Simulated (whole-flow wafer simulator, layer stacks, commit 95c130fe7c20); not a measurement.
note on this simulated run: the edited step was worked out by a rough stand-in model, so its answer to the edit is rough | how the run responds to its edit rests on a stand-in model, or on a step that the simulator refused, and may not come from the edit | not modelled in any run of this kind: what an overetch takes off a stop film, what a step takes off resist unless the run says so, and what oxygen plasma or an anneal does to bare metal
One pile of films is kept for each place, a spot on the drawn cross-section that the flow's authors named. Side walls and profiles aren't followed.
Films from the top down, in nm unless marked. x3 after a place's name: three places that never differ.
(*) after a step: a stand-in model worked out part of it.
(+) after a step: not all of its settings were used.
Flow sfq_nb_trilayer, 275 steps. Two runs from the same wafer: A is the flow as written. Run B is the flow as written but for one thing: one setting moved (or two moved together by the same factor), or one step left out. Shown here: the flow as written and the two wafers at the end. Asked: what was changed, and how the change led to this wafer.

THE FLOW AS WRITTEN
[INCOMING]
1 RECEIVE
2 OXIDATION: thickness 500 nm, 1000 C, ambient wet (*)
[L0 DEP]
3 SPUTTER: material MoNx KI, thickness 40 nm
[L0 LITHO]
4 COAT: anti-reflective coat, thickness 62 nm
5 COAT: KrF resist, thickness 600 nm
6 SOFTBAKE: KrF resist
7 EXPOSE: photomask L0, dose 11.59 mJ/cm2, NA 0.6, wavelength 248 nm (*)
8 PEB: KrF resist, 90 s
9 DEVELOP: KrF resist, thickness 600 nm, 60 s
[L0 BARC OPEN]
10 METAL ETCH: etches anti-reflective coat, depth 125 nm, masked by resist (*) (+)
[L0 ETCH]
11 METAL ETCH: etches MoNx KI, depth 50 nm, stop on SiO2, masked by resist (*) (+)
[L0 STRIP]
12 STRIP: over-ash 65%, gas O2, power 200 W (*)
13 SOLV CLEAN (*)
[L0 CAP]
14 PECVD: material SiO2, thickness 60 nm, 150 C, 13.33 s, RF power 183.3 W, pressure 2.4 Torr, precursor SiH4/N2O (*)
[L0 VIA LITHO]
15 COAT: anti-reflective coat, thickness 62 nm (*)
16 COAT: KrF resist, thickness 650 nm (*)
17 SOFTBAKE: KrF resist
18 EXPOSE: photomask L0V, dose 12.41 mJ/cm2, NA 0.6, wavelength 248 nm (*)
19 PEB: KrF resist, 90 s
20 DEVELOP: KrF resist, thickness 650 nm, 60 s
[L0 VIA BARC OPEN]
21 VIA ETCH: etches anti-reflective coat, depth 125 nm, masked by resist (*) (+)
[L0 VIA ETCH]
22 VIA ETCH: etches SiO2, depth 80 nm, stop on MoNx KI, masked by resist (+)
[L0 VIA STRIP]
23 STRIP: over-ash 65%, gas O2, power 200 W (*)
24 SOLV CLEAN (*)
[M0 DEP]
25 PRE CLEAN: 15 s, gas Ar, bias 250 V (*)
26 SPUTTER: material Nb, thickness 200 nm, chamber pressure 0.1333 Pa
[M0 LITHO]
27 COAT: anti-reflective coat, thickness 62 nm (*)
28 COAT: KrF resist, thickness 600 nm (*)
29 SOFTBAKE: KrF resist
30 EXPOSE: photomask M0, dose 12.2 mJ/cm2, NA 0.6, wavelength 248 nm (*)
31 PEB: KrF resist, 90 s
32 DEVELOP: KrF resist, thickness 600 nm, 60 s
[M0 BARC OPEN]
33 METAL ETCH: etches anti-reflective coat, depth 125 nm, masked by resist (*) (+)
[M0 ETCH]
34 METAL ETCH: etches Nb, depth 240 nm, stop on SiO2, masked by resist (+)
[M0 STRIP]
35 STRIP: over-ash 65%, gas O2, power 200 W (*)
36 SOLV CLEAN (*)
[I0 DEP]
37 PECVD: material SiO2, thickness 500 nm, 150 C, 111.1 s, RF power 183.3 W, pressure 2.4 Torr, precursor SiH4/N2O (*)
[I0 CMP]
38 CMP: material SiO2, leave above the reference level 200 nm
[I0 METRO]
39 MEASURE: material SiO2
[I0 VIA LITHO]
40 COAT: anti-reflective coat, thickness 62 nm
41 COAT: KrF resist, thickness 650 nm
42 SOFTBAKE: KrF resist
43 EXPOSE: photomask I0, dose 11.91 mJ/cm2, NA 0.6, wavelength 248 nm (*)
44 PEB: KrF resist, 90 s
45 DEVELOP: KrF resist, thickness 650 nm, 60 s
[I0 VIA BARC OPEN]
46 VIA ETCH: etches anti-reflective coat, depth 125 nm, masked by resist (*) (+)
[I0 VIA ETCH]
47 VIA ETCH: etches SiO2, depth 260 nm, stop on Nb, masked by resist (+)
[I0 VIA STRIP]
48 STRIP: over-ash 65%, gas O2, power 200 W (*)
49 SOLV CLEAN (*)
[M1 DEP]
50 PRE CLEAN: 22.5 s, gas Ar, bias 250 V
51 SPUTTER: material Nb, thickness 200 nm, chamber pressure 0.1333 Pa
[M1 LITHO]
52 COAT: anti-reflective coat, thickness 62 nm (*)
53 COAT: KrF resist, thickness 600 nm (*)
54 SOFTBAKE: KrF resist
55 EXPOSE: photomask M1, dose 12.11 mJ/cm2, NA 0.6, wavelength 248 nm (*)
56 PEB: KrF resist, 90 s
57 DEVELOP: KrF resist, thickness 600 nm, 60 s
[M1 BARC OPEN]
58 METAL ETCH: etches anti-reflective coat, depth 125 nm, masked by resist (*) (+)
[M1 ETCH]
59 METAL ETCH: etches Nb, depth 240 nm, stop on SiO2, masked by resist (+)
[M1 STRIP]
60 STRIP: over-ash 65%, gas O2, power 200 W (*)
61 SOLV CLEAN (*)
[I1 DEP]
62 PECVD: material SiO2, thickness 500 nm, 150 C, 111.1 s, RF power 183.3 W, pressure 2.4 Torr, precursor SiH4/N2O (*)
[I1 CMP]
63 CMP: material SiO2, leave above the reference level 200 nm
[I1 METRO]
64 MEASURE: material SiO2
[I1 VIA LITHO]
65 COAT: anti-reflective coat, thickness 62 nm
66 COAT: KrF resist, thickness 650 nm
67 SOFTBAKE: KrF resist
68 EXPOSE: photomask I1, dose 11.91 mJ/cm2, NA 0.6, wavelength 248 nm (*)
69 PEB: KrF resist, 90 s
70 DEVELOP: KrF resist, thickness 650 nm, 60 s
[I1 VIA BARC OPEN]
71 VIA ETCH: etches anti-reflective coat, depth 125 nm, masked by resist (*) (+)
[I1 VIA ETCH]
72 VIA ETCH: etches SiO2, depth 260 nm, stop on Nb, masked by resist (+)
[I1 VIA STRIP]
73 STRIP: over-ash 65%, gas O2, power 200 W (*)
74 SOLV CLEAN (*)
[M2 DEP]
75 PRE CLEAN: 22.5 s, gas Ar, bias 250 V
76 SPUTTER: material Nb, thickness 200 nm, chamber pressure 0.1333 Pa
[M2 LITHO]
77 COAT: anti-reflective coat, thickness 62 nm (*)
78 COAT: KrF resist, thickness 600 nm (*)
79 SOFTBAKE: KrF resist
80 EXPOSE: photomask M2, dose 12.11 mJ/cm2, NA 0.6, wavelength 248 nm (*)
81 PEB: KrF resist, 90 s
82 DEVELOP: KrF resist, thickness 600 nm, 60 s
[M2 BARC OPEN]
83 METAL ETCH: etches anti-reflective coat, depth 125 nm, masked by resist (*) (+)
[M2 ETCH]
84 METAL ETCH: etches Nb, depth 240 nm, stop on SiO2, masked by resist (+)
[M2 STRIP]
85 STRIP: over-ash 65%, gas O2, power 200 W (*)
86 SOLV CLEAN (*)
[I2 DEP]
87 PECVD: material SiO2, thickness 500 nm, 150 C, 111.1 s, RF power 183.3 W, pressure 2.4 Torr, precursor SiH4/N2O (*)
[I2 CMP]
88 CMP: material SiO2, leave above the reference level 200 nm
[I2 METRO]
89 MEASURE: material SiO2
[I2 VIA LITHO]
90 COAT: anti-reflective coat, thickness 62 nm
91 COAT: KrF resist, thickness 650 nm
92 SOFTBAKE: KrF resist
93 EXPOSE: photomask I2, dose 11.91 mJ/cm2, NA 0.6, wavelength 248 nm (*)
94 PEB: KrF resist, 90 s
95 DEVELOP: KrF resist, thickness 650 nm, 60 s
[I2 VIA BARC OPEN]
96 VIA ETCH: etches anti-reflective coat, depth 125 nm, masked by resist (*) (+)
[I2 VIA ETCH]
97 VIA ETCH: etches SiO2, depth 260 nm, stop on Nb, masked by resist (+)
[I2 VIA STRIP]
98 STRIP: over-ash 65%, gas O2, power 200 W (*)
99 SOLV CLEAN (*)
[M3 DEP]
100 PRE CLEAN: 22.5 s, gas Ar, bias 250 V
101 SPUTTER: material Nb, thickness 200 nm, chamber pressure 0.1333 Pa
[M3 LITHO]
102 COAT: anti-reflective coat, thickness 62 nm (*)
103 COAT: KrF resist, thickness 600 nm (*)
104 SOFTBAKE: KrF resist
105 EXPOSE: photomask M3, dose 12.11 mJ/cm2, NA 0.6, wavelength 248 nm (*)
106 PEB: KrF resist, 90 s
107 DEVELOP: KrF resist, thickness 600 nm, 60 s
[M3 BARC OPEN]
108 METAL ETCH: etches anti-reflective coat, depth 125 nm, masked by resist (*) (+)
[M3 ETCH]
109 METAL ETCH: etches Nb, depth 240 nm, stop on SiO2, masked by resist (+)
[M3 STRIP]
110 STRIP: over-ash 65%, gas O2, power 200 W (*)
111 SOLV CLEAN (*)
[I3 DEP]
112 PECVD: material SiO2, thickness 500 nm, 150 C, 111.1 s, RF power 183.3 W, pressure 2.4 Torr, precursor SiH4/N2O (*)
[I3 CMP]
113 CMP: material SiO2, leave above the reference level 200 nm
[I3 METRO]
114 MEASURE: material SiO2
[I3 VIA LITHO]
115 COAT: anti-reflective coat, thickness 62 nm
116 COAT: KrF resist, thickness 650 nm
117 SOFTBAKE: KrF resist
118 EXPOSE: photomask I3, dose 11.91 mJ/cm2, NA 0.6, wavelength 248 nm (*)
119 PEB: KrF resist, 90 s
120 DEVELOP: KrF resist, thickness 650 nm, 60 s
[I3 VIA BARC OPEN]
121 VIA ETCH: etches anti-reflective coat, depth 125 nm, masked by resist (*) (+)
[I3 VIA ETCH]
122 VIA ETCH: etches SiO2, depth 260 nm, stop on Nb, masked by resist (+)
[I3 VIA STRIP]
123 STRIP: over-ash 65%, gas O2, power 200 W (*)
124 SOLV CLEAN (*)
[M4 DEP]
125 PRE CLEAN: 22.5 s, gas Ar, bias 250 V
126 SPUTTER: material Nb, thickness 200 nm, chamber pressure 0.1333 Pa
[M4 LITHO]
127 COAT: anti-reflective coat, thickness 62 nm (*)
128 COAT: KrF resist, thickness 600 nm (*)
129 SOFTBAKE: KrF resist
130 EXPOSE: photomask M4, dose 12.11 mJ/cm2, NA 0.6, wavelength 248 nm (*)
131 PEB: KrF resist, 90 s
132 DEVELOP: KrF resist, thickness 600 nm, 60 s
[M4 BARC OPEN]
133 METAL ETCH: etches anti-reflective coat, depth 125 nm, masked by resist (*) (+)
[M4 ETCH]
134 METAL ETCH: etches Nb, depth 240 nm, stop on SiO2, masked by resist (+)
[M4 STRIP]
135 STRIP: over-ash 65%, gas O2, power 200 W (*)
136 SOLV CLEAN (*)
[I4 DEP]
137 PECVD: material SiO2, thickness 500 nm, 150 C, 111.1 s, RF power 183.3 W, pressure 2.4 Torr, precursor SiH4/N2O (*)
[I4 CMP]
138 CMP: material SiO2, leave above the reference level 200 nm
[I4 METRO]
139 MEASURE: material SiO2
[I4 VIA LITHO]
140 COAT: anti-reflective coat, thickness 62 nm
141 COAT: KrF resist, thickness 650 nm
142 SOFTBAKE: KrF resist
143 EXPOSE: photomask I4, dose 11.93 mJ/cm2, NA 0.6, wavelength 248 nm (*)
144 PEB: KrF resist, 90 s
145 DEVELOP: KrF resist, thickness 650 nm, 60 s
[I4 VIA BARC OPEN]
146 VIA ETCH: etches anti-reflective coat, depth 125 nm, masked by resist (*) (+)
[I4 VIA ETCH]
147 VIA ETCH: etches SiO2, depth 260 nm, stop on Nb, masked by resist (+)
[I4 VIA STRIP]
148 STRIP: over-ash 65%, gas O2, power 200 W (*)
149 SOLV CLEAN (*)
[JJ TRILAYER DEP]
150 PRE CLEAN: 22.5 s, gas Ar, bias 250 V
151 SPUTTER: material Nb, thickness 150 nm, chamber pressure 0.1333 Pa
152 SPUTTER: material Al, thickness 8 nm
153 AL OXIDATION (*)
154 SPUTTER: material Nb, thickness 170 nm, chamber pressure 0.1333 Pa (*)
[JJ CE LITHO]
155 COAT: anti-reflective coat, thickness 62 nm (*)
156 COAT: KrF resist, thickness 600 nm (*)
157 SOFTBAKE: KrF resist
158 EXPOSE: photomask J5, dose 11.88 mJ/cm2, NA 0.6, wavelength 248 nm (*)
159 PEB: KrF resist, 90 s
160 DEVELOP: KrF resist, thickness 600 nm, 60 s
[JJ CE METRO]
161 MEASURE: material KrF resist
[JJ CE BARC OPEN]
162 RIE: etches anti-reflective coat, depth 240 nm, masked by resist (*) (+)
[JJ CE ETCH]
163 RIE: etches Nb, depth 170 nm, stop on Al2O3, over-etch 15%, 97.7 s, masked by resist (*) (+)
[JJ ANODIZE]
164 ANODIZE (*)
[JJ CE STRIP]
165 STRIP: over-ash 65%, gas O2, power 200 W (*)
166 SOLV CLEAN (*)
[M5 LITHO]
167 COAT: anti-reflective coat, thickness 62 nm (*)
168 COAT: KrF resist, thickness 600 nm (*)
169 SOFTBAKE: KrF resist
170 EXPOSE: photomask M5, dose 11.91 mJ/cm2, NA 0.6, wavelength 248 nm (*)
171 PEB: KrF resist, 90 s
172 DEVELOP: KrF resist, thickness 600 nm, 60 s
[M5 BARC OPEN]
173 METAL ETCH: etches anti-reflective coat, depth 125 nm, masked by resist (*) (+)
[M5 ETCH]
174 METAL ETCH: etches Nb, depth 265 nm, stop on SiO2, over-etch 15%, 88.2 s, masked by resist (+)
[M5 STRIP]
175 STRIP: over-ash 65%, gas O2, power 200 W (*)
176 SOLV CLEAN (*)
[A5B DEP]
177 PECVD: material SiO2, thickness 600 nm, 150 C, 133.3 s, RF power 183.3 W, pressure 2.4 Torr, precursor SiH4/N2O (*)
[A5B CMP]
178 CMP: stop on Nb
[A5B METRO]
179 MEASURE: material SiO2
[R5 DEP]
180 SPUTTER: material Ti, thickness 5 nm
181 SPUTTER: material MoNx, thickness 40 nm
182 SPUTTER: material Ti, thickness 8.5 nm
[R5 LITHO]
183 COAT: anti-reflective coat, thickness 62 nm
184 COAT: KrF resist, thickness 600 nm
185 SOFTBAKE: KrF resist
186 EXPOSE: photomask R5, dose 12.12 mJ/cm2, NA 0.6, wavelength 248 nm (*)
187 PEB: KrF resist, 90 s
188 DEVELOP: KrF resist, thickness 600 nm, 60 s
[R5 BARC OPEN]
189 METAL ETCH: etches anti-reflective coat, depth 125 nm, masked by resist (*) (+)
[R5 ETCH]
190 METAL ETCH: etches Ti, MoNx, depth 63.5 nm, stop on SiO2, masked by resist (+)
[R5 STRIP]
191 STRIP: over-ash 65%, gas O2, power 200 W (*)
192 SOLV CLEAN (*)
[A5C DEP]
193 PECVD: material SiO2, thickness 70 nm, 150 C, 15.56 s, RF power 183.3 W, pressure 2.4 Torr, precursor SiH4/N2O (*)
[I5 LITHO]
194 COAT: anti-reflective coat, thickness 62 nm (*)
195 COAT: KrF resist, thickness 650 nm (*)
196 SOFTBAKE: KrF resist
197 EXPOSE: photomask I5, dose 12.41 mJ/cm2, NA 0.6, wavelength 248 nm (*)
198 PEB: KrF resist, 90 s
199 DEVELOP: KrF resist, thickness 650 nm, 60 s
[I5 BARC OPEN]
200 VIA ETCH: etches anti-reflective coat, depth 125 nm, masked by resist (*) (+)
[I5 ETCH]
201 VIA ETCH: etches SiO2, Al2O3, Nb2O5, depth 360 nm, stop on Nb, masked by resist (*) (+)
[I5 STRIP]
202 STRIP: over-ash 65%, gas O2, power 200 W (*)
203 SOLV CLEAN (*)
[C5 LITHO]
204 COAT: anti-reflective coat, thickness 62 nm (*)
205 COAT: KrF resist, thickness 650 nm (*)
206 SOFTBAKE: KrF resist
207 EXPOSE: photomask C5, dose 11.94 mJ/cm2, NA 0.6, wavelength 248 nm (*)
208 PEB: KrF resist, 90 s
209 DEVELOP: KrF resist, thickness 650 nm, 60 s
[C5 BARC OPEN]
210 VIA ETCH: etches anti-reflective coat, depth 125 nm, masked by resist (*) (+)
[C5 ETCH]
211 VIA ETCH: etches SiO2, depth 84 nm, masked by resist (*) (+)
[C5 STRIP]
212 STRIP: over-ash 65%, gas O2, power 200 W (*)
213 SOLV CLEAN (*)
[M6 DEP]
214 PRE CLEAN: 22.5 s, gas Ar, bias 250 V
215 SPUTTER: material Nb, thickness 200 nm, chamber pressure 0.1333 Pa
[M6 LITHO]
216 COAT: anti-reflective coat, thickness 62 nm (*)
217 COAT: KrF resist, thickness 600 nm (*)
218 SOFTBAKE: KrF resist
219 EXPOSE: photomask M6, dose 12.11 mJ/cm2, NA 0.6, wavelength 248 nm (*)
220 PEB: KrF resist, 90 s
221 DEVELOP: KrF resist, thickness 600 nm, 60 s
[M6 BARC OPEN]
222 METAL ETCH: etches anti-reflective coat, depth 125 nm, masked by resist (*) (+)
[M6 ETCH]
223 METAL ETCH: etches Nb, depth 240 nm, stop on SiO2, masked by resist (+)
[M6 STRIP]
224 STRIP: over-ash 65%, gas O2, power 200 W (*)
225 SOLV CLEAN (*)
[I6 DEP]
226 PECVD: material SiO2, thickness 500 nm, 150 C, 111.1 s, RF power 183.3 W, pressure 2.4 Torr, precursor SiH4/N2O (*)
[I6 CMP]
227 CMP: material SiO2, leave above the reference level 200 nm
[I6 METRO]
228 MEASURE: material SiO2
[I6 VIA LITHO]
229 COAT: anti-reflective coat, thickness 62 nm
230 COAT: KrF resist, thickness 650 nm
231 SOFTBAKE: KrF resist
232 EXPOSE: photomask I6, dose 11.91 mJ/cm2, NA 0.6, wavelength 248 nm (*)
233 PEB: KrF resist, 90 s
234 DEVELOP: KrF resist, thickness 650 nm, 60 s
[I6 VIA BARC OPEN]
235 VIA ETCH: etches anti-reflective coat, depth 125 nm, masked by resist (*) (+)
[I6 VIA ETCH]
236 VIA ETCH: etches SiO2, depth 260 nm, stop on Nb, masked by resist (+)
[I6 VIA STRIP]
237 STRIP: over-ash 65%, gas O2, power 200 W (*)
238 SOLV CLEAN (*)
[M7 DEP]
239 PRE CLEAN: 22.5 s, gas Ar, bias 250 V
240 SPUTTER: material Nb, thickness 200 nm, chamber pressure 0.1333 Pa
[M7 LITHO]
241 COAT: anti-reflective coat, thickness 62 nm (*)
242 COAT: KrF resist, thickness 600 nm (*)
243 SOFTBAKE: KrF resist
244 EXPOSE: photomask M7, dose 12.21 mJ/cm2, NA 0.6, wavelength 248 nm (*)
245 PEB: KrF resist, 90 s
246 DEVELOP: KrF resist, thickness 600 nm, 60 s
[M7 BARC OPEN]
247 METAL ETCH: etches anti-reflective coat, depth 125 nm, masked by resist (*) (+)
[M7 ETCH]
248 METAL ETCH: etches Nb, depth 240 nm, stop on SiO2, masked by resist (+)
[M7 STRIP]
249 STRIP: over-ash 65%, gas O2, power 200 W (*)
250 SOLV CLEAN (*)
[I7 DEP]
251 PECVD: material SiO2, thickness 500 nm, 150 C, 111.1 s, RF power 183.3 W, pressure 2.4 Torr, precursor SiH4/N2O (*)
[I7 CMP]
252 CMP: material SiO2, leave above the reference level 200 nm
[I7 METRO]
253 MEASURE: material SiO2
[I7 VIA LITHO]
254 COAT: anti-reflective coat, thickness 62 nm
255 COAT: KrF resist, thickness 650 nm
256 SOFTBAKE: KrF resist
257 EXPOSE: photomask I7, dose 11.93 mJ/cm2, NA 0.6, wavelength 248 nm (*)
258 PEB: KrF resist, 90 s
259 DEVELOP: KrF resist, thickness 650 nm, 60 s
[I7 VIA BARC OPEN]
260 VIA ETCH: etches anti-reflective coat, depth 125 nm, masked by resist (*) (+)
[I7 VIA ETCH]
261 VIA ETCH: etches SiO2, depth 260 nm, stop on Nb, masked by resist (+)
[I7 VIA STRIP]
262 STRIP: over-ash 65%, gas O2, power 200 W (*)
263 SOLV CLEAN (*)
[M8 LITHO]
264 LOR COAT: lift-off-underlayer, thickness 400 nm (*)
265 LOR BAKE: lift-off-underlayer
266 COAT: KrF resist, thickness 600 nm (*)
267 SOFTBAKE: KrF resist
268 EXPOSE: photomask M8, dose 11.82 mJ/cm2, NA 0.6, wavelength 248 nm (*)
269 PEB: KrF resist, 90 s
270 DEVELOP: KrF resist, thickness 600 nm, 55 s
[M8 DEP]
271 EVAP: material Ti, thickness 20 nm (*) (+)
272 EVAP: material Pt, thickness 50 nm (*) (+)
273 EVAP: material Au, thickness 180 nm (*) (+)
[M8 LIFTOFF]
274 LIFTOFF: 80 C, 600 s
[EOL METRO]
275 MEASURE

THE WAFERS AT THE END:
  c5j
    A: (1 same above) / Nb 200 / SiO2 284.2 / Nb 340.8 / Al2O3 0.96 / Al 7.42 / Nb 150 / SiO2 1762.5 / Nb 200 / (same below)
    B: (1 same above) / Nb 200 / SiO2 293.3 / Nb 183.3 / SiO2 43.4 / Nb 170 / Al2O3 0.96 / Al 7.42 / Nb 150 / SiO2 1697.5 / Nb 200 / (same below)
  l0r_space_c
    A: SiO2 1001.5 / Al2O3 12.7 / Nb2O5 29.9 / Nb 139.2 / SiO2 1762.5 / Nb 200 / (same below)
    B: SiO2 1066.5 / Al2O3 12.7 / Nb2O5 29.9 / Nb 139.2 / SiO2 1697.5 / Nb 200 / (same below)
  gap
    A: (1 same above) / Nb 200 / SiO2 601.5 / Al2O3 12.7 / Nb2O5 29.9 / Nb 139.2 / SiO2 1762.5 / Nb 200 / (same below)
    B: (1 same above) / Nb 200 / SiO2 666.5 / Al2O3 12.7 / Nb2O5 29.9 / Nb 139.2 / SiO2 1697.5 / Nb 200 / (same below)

The cause: step 137, PECVD: thickness 335 nm was run, where the flow has thickness 500 nm; step 137, PECVD: 74.44 s was run, where the flow has 111.1 s.

How the change led to this, step by step:
  137 PECVD: material SiO2, thickness 500 nm, 150 C, 111.1 s, RF power 183.3 W, pressure 2.4 Torr, precursor SiH4/N2O (*)
      field_l, be, be_sur and 55 more: A SiO2 +500 | B SiO2 +335
      v_sur, via_wl, via_w and 35 more: A SiO2 +500 (new film) | B SiO2 +335 (new film)
      (and at 10 more places)
  138 CMP: material SiO2, leave above the reference level 200 nm
      field_l, be, be_sur and 55 more: A SiO2 -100 | B nothing
      p3_s0, p3_s1, p3_s2, p3_s3, p3_s4, p3_s5: A SiO2 -157.1 | B nothing
      (and at 42 more places)
  140 COAT: anti-reflective coat, thickness 62 nm
      m0r_line_l, m0r_line_r, m6r_line_l, m6r_line_r, m7r_line_l, m7r_line_r: A anti-reflective coat +62 (new film) | B anti-reflective coat +63.6 (new film)
      m0r_space_l, m0r_space_r, m6r_space_l, m6r_space_r, m7r_space_l, m7r_space_r: A anti-reflective coat +62 (new film) | B anti-reflective coat +71.3 (new film)
      (and at 72 more places)
  141 COAT: KrF resist, thickness 650 nm
      lsp_m, ln_m6: A KrF resist +650 (new film) | B KrF resist +622.1 (new film)
      p3_l2, p3_l3: A KrF resist +650 (new film) | B KrF resist +632.2 (new film)
      (and at 29 more places)
  145 DEVELOP: KrF resist, thickness 650 nm, 60 s
      via_wl: A KrF resist -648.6 (all of it) | B KrF resist -622.5 (all of it)
      via_w: A KrF resist -648.6 (all of it) | B KrF resist -626 (all of it)
      (and at 1 more place)
  146 VIA ETCH: etches anti-reflective coat, depth 125 nm, masked by resist (*) (+)
      field_l, v_sur, via_sp and 100 more: A KrF resist -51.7 | B KrF resist -47.6
      via_wl, via_wr: A anti-reflective coat -62 (all of it), SiO2 -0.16 | B anti-reflective coat -57.2 (all of it), SiO2 -0.14
      (and at 1 more place)
  148 STRIP: over-ash 65%, gas O2, power 200 W (*)
      m0r_line_l, m0r_line_r, m6r_line_l, m6r_line_r, m7r_line_l, m7r_line_r: A KrF resist -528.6 (all of it), anti-reflective coat -62 (all of it) | B KrF resist -545.1 (all of it), anti-reflective coat -63.6 (all of it)
      m0r_space_l, m0r_space_r, m6r_space_l, m6r_space_r, m7r_space_l, m7r_space_r: A KrF resist -528.6 (all of it), anti-reflective coat -62 (all of it) | B KrF resist -539.9 (all of it), anti-reflective coat -71.3 (all of it)
      (and at 72 more places)
  151 SPUTTER: material Nb, thickness 150 nm, chamber pressure 0.1333 Pa
      be, lsp_l: A Nb +150 (new film) | B Nb +145.2 (new film)
      via_v: A Nb +150 (new film) | B Nb +144.8 (new film)
  154 SPUTTER: material Nb, thickness 170 nm, chamber pressure 0.1333 Pa (*)
      be, lsp_l: A Nb +170 (new film) | B Nb +164.1 (new film)
      via_v: A Nb +170 (new film) | B Nb +163.4 (new film)
  155 COAT: anti-reflective coat, thickness 62 nm (*)
      wl_g_sr, m0r_space_l, m0r_space_r, m6r_space_l, m6r_space_r, m7r_space_l, m7r_space_r: A anti-reflective coat +62 (new film) | B anti-reflective coat +69.8 (new film)
      m0r_line_l, m0r_line_r, m6r_line_l, m6r_line_r, m7r_line_l, m7r_line_r, m8r_gap_c: A anti-reflective coat +62 (new film) | B anti-reflective coat +63.5 (new film)
      (and at 69 more places)
  156 COAT: KrF resist, thickness 600 nm (*)
      p3_s0, wl_g_sl: A KrF resist +600 (new film) | B KrF resist +614.3 (new film)
      p3_s3, r5r_line_r: A KrF resist +600 (new film) | B KrF resist +613.2 (new film)
      (and at 39 more places)
  160 DEVELOP: KrF resist, thickness 600 nm, 60 s
      p3_s0, wl_g_sl: A KrF resist -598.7 (all of it) | B KrF resist -613 (all of it)
      p3_s3, r5r_line_r: A KrF resist -598.7 (all of it) | B KrF resist -611.9 (all of it)
      (and at 39 more places)
  162 RIE: etches anti-reflective coat, depth 240 nm, masked by resist (*) (+)
      wl_g_sr, m0r_space_l, m0r_space_r, m6r_space_l, m6r_space_r, m7r_space_l, m7r_space_r: A anti-reflective coat -62 (all of it) | B anti-reflective coat -69.8 (all of it)
      m0r_line_l, m0r_line_r, m6r_line_l, m6r_line_r, m7r_line_l, m7r_line_r, m8r_gap_c: A anti-reflective coat -62 (all of it) | B anti-reflective coat -63.5 (all of it)
      (and at 68 more places)
  163 RIE: etches Nb, depth 170 nm, stop on Al2O3, over-etch 15%, 97.7 s, masked by resist (*) (+)
      be, lsp_l: A Nb -170 (all of it), Al2O3 -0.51 | B Nb -164.1 (all of it), Al2O3 -0.63
      via_v: A Nb -170 (all of it), Al2O3 -0.51 | B Nb -163.4 (all of it), Al2O3 -0.64
  164 ANODIZE (*)
      be, lsp_l: A Al2O3 +12.2, Nb2O5 +29.9 (new film), Al -7.42 (all of it), Nb -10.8 | B Al2O3 +11.8, Nb2O5 +30.9 (new film), Al -7.16 (all of it), Nb -11.1
      via_v: A Al2O3 +12.2, Nb2O5 +29.9 (new film), Al -7.42 (all of it), Nb -10.8 | B Al2O3 +11.4, Nb2O5 +31.7 (new film), Al -6.92 (all of it), Nb -11.4
  165 STRIP: over-ash 65%, gas O2, power 200 W (*)
      ce_l: A KrF resist -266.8 (all of it), anti-reflective coat -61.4 (all of it) | B KrF resist -273.5 (all of it), anti-reflective coat -62.4 (all of it)
      c5j: A KrF resist -266.9 (all of it), anti-reflective coat -61.5 (all of it) | B KrF resist -273.4 (all of it), anti-reflective coat -62.4 (all of it)
      (and at 2 more places)
  ... 42 more steps ...
  274 LIFTOFF: 80 C, 600 s
      be: A Au -180 (all of it), Pt -50 (all of it), Ti -20 (all of it), KrF resist -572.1 (all of it), lift-off-underlayer -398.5 (all of it) | B Au -180 (all of it), Pt -50 (all of it), Ti -20 (all of it), KrF resist -600.4 (all of it), lift-off-underlayer -676.7 (all of it)
      be_sur: A Au -180 (all of it), Pt -50 (all of it), Ti -20 (all of it), KrF resist -572.6 (all of it), lift-off-underlayer -398.9 (all of it) | B Au -180 (all of it), Pt -50 (all of it), Ti -20 (all of it), KrF resist -582.5 (all of it), lift-off-underlayer -377.2 (all of it)
Counting metal films that touch as one body, c5j has 5 bodies (between them, from the top down: SiO2 293.3; SiO2 43.4; Al2O3 0.96; SiO2 1697.5); the flow as written gives 4 bodies (between them, from the top down: SiO2 284.2; Al2O3 0.96; SiO2 1762.5).
